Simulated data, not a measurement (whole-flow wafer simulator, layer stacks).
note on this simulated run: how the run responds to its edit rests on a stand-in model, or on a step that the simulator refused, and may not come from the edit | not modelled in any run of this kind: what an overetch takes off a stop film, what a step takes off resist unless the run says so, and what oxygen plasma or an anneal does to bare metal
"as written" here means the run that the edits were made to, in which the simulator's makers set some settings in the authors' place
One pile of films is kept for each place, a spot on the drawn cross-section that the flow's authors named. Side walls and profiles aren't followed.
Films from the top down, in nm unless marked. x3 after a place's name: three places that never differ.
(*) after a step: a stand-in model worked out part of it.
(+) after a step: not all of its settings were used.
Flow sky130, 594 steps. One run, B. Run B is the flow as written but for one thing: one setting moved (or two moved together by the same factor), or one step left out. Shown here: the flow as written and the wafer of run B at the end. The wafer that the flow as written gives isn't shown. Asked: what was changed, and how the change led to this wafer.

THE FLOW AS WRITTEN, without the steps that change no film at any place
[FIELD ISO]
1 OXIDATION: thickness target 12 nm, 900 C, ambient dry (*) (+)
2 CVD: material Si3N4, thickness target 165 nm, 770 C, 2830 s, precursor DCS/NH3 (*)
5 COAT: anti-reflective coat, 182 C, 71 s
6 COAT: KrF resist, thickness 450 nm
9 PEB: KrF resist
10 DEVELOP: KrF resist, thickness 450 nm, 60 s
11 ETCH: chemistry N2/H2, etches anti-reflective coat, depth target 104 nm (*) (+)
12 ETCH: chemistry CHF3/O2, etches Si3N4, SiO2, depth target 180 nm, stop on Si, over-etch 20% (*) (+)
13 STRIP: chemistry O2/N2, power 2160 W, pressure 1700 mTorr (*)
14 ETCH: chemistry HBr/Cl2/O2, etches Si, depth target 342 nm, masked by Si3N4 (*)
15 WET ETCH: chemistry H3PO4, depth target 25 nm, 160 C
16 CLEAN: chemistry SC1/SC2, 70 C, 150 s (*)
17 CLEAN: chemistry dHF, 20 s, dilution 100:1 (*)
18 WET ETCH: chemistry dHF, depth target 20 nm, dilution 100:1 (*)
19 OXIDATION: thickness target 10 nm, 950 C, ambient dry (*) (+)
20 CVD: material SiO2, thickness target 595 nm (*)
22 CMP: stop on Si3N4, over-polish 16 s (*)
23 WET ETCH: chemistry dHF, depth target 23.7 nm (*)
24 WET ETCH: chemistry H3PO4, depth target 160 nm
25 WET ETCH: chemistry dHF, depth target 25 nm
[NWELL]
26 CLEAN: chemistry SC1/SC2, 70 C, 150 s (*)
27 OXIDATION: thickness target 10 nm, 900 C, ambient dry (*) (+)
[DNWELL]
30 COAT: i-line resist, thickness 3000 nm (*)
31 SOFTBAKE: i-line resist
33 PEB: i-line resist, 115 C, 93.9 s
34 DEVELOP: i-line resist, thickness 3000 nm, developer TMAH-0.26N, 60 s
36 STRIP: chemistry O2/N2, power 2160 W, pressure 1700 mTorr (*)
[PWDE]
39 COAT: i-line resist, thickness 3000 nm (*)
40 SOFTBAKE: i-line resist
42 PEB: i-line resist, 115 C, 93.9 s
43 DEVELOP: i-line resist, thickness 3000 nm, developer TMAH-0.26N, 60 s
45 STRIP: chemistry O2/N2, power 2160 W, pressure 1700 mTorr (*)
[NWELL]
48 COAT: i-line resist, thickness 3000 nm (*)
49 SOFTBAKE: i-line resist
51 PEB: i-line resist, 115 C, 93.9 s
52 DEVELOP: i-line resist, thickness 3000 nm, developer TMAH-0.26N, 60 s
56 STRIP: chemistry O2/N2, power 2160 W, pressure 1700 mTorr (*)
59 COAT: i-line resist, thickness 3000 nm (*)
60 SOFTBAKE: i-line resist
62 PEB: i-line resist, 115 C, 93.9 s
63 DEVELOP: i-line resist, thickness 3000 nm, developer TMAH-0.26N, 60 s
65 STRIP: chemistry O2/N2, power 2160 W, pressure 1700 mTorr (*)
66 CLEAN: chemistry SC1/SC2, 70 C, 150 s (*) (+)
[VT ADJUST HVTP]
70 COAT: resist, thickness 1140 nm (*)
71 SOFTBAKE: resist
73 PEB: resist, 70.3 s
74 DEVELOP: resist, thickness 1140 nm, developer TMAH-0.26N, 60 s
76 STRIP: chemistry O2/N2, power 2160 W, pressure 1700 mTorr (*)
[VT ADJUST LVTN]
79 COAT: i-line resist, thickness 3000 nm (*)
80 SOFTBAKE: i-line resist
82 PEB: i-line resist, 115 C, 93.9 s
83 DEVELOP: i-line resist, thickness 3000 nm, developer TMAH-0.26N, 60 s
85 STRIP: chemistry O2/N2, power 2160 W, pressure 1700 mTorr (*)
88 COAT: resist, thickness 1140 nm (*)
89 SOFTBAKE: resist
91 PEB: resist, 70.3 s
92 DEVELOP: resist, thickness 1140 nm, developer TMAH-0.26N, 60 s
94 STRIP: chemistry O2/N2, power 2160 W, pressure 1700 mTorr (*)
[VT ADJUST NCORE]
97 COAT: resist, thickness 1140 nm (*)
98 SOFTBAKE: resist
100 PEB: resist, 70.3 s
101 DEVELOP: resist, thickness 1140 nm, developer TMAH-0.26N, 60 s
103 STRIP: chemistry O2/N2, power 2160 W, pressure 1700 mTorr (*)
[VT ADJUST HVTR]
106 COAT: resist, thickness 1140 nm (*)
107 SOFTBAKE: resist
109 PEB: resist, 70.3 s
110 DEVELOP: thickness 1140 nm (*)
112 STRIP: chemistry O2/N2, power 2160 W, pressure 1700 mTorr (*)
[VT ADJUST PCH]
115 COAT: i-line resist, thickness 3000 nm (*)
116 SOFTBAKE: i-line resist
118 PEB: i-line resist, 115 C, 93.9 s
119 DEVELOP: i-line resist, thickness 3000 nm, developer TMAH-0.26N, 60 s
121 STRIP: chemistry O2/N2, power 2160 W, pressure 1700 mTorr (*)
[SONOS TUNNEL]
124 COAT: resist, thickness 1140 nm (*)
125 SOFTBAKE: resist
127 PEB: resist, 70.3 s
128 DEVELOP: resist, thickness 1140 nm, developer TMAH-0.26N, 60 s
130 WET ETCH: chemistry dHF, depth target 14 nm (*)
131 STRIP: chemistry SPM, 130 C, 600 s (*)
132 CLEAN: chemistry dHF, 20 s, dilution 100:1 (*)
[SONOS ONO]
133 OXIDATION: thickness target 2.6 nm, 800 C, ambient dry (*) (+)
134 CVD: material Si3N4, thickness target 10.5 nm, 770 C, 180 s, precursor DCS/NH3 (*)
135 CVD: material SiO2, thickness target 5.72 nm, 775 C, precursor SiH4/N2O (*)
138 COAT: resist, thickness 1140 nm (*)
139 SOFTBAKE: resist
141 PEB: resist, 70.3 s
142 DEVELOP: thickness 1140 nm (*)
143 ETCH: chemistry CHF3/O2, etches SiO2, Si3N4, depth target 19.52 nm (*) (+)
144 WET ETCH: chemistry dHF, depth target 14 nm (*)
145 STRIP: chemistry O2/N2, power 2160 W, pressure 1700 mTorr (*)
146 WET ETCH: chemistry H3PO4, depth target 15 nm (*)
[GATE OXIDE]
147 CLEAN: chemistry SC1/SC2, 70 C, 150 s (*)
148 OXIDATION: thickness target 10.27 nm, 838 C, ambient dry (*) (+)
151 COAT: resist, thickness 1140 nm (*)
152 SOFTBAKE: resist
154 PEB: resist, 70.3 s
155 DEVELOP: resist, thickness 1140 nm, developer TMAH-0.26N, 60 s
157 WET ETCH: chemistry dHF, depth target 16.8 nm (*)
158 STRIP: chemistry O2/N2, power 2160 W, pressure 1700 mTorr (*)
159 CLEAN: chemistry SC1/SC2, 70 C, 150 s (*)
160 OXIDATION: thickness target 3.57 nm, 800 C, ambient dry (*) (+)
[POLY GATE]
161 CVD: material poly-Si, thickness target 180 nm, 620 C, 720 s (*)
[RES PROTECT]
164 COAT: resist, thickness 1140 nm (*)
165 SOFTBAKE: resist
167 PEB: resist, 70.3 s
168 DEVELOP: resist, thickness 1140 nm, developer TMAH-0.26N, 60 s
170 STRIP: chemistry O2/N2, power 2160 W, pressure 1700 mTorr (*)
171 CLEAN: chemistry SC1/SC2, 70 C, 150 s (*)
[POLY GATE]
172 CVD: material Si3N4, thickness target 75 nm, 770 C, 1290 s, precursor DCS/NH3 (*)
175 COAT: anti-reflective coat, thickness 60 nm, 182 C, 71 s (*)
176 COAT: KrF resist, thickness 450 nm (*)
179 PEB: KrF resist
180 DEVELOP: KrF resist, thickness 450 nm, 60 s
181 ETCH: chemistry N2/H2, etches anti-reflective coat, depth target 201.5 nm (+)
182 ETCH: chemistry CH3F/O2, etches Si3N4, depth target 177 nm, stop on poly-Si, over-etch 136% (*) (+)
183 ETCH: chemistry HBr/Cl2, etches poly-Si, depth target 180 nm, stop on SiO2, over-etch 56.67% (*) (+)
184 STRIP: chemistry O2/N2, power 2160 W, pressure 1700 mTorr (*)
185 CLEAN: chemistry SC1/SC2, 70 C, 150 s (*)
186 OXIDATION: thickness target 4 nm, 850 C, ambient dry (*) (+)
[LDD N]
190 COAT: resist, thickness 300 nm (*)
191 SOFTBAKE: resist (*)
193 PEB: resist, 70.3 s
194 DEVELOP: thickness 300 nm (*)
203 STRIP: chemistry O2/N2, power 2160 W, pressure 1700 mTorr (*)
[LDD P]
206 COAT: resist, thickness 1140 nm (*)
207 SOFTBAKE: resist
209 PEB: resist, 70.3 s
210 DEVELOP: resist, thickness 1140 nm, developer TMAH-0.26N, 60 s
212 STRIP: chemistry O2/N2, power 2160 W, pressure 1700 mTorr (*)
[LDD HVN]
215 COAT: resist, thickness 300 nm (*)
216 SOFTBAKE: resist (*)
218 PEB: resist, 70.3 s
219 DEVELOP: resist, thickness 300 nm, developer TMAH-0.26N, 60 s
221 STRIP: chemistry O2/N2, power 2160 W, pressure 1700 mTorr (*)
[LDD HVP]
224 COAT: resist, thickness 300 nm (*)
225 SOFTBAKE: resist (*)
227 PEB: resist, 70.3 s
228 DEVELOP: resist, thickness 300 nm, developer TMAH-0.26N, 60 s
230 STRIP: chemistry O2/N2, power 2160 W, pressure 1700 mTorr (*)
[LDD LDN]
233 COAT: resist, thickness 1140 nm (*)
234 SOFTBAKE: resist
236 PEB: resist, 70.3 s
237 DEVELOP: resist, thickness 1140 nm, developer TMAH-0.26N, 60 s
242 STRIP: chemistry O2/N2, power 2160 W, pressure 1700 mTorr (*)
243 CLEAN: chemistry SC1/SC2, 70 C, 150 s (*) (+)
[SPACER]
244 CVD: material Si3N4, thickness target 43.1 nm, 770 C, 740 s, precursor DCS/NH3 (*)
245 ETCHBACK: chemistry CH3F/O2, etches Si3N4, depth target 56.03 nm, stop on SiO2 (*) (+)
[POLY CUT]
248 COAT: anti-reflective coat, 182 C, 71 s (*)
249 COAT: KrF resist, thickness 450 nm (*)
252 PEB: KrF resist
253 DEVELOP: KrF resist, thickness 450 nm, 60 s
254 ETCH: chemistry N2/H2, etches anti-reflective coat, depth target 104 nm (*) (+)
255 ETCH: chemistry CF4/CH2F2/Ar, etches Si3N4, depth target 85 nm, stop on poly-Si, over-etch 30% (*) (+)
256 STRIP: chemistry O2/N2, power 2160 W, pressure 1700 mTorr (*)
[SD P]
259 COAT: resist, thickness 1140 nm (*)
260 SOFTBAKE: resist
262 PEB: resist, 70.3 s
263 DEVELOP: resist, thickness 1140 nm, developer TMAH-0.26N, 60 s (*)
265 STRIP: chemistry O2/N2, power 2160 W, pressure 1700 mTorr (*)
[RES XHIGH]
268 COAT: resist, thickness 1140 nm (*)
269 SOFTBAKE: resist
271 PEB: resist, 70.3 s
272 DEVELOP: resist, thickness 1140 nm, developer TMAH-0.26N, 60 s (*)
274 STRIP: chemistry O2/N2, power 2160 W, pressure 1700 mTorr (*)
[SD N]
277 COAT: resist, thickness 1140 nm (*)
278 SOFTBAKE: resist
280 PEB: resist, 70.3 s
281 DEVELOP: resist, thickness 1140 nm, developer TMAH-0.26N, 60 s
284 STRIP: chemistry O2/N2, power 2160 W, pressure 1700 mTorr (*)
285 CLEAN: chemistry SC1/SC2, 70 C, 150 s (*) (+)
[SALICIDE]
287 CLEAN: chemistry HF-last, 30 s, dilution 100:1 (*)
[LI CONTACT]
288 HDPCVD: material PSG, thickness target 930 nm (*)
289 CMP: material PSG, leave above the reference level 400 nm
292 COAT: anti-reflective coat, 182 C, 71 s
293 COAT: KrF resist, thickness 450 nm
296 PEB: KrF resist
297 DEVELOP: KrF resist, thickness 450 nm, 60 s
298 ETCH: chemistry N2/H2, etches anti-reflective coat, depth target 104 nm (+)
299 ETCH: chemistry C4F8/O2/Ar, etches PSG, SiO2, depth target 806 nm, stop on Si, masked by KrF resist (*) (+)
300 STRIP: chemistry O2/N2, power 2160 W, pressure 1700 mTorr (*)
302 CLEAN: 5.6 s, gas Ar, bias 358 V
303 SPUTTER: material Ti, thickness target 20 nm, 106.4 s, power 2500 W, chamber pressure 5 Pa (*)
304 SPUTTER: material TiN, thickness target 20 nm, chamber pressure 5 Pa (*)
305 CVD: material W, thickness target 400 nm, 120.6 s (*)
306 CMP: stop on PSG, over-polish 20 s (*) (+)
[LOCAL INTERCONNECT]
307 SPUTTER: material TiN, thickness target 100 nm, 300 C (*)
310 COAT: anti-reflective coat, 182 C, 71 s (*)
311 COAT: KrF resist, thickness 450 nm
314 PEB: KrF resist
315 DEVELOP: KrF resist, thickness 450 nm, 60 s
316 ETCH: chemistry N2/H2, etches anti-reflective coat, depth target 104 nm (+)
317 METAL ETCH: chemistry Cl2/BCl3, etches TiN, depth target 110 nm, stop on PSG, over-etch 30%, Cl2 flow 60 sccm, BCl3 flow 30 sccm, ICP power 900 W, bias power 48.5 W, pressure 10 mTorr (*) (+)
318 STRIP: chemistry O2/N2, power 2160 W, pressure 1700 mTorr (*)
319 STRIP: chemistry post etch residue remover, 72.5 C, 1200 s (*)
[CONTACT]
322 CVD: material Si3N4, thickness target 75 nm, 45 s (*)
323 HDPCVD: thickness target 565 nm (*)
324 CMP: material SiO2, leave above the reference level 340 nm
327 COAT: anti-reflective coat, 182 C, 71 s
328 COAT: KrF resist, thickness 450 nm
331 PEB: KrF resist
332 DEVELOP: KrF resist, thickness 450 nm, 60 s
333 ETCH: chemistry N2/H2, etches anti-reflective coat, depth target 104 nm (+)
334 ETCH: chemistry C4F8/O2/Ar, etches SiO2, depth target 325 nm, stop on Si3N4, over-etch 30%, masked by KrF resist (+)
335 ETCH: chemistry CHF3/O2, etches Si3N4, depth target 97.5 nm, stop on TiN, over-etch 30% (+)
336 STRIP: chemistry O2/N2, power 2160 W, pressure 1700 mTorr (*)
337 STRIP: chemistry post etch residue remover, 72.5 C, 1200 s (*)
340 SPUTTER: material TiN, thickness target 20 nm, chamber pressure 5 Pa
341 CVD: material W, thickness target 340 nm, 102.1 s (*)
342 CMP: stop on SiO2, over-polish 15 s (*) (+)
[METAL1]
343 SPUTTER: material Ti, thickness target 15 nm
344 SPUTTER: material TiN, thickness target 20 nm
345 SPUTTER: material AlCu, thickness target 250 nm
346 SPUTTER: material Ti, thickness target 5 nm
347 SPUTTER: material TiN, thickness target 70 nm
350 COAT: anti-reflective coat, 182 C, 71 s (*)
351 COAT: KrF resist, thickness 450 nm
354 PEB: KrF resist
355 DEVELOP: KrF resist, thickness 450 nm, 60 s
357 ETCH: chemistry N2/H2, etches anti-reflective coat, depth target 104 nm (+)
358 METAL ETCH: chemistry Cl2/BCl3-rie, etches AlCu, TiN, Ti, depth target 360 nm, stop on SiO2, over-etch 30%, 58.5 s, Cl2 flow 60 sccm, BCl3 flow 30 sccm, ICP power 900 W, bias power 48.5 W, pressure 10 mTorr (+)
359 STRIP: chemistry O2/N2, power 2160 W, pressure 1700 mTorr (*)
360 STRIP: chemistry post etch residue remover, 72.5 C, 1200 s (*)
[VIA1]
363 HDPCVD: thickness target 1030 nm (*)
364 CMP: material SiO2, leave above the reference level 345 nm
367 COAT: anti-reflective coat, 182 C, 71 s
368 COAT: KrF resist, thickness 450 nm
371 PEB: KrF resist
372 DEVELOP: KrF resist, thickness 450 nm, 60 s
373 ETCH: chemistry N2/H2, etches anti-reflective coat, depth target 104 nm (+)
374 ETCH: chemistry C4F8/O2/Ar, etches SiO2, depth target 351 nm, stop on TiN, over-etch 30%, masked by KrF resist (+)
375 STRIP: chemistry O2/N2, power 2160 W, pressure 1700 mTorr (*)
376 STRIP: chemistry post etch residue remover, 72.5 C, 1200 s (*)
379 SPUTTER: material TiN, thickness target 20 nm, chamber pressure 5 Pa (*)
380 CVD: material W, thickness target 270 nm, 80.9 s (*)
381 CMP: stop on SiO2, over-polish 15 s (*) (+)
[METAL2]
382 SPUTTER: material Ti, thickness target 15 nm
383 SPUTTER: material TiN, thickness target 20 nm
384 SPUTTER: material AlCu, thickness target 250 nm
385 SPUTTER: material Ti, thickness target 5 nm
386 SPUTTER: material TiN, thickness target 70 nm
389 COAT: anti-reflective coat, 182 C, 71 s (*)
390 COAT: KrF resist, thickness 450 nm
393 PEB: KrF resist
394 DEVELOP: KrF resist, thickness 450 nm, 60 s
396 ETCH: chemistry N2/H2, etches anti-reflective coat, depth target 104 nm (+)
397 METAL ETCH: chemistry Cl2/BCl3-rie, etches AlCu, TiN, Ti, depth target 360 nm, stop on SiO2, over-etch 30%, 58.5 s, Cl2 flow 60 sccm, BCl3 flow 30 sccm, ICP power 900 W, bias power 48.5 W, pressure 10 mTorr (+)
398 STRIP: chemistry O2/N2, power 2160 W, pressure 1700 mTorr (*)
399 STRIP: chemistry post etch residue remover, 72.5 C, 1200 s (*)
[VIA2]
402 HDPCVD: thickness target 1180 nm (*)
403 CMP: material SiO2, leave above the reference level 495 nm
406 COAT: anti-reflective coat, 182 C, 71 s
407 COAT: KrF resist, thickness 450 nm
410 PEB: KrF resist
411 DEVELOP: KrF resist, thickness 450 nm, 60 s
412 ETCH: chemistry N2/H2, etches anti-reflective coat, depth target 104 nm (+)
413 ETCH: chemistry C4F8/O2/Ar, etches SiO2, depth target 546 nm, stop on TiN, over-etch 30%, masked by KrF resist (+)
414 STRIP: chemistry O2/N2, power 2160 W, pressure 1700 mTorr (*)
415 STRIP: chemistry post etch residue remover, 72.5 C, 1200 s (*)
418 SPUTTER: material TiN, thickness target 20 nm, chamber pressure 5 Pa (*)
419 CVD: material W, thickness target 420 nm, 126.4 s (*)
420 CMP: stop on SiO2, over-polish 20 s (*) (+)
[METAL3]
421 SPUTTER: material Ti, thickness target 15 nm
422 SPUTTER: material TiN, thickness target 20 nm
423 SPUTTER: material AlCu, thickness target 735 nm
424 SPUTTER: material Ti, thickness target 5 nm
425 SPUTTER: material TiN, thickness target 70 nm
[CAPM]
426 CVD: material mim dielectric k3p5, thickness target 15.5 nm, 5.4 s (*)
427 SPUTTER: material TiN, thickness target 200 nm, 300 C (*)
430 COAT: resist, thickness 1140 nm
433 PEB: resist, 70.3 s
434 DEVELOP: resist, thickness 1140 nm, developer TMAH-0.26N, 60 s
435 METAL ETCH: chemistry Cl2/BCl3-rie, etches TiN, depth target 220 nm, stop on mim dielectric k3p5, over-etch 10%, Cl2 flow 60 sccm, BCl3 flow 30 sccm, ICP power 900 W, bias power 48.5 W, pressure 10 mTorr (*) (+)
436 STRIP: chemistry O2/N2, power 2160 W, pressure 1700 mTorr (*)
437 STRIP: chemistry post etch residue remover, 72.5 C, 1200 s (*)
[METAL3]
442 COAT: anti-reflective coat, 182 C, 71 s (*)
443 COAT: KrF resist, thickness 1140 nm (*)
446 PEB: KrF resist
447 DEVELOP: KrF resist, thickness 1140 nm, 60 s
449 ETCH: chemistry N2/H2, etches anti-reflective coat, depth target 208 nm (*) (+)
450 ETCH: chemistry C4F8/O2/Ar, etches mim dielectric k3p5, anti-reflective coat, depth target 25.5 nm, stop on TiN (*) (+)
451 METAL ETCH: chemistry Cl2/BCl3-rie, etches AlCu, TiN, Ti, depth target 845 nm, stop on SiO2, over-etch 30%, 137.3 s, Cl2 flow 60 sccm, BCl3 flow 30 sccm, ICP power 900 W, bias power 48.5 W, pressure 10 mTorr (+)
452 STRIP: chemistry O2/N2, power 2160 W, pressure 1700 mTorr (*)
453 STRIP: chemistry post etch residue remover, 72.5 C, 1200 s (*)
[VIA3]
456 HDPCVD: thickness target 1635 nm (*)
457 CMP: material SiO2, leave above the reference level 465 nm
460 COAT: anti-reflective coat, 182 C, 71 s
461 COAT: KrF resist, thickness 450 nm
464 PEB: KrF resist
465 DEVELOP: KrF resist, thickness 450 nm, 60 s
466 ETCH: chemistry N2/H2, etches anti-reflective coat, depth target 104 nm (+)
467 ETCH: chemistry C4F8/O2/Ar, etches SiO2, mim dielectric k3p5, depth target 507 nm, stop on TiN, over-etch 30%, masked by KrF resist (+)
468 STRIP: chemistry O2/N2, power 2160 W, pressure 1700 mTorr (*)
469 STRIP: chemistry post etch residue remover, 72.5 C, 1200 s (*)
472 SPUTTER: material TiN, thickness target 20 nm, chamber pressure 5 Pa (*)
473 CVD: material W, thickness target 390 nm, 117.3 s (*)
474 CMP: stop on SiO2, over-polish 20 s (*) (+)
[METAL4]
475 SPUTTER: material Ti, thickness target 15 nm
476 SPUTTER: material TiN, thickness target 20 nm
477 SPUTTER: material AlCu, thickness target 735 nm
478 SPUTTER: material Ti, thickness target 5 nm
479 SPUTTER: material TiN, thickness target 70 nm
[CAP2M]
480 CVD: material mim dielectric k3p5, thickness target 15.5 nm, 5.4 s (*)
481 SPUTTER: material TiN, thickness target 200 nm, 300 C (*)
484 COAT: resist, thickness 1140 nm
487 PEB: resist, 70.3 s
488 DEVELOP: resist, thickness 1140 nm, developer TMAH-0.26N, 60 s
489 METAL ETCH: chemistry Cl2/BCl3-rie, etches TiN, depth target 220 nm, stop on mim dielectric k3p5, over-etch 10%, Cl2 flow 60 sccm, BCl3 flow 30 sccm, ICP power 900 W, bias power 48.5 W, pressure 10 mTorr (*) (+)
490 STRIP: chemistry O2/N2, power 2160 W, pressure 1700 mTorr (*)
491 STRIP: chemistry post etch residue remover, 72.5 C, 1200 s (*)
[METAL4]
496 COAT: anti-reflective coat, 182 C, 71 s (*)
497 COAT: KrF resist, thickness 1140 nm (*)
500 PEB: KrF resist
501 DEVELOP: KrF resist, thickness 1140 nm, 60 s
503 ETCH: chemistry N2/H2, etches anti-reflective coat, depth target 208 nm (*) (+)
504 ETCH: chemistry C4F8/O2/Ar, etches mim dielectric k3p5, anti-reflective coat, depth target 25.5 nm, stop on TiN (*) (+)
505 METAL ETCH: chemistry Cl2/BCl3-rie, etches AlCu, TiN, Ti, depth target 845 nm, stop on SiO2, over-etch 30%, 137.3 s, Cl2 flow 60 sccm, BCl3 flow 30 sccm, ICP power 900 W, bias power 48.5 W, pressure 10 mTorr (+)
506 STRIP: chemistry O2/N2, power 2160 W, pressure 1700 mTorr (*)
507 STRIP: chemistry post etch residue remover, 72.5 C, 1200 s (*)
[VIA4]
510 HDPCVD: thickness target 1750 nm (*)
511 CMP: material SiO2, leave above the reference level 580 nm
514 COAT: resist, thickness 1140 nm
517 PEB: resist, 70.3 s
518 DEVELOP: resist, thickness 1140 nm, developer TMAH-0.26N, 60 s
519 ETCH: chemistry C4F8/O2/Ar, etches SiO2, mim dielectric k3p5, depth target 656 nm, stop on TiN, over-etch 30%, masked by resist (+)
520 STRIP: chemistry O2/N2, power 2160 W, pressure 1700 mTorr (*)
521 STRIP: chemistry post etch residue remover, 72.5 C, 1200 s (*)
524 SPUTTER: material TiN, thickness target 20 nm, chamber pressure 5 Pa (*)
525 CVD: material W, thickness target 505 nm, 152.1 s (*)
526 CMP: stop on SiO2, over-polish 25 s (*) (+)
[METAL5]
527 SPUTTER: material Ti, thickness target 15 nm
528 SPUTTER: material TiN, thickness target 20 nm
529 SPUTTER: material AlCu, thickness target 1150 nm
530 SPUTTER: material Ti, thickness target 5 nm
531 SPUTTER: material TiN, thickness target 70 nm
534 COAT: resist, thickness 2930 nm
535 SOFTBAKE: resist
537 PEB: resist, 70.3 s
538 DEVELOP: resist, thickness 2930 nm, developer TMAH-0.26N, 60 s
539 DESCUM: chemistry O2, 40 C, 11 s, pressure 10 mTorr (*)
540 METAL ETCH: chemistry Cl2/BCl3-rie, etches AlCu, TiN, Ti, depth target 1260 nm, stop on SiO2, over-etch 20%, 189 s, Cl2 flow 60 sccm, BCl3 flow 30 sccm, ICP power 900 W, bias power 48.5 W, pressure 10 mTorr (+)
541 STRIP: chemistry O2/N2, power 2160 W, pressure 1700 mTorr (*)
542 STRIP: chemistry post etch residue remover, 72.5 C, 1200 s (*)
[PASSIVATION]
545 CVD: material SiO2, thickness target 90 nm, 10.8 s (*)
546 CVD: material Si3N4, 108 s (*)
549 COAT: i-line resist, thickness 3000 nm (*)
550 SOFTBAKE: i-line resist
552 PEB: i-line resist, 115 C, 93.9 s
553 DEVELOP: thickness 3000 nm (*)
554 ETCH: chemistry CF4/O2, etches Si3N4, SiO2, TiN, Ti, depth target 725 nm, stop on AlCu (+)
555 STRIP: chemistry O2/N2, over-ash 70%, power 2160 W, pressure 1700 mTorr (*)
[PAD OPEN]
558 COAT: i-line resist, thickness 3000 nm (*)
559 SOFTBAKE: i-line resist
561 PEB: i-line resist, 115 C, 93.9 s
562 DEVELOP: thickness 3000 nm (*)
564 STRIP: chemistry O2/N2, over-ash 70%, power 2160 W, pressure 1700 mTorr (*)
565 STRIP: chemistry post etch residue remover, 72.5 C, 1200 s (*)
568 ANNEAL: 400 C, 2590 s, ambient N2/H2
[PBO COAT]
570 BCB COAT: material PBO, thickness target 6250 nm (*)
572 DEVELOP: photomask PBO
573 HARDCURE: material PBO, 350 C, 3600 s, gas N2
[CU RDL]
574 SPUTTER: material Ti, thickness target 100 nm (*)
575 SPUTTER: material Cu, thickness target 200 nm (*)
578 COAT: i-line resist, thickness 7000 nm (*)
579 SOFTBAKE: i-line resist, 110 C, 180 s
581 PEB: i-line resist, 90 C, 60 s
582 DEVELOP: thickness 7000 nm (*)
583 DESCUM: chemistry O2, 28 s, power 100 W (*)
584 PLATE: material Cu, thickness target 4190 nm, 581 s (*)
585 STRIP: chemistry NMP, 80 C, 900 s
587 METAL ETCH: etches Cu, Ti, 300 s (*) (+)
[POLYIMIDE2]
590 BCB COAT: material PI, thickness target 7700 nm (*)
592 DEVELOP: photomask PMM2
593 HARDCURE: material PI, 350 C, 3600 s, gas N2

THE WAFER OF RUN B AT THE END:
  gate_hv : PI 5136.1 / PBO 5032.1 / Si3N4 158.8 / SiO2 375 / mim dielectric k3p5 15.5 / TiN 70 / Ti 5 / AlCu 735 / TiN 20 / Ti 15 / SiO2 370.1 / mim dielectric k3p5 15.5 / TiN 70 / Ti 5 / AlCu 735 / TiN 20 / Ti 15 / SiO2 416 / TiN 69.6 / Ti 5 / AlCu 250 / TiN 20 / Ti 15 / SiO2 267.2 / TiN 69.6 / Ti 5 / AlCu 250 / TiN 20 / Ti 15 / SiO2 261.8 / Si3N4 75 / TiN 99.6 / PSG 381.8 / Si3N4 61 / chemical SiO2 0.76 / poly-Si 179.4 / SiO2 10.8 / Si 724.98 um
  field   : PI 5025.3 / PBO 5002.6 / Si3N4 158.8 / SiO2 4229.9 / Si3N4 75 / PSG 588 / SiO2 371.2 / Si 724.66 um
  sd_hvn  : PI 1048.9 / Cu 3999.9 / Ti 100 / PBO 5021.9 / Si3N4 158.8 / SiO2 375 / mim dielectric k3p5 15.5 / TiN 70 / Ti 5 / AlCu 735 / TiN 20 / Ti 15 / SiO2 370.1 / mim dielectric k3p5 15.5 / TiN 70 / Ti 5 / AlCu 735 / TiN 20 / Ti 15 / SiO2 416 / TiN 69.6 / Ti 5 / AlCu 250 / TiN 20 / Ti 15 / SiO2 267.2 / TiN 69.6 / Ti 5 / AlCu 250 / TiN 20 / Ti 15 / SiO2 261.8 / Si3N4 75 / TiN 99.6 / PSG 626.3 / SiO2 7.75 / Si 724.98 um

The cause: step 511, CMP: leave above the reference level 371 nm was run, where the flow has leave above the reference level 580 nm.

How the change led to this, step by step:
  511 CMP: material SiO2, leave above the reference level 580 nm
      n_well, p_well, gate_hv and 99 more: SiO2 -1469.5 (as written it would be: SiO2 -1260.5)
      field, active, gate and 77 more: SiO2 -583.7 (as written it would be: SiO2 -374.7)
      (and at 11 more places)
  519 ETCH: chemistry C4F8/O2/Ar, etches SiO2, mim dielectric k3p5, depth target 656 nm, stop on TiN, over-etch 30%, masked by resist (+)
      field, active, n_well and 188 more: resist -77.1 (as written it would be: resist -131.2)
      m1: SiO2 -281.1 (all of it), mim dielectric k3p5 -15.5 (all of it) (as written it would be: SiO2 -490.1 (all of it), mim dielectric k3p5 -15.5 (all of it))
      (and at 1 more place)
  520 STRIP: chemistry O2/N2, power 2160 W, pressure 1700 mTorr (*)
      field, active, n_well and 188 more: resist -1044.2 (all of it) (as written it would be: resist -990.1 (all of it))
  524 SPUTTER: material TiN, thickness target 20 nm, chamber pressure 5 Pa (*)
      m1, via4_hole: TiN +16.8 (as written it would be: TiN +15.3)
  525 CVD: material W, thickness target 505 nm, 152.1 s (*)
      m1: W +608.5 (new film) (as written it would be: W +1015.8 (new film))
      via4_hole: W +609.6 (new film) (as written it would be: W +1015.2 (new film))
  526 CMP: stop on SiO2, over-polish 25 s (*) (+)
      m1: W -335.9 (as written it would be: W -532.7)
      via4_hole: W -337.7 (as written it would be: W -532.7)
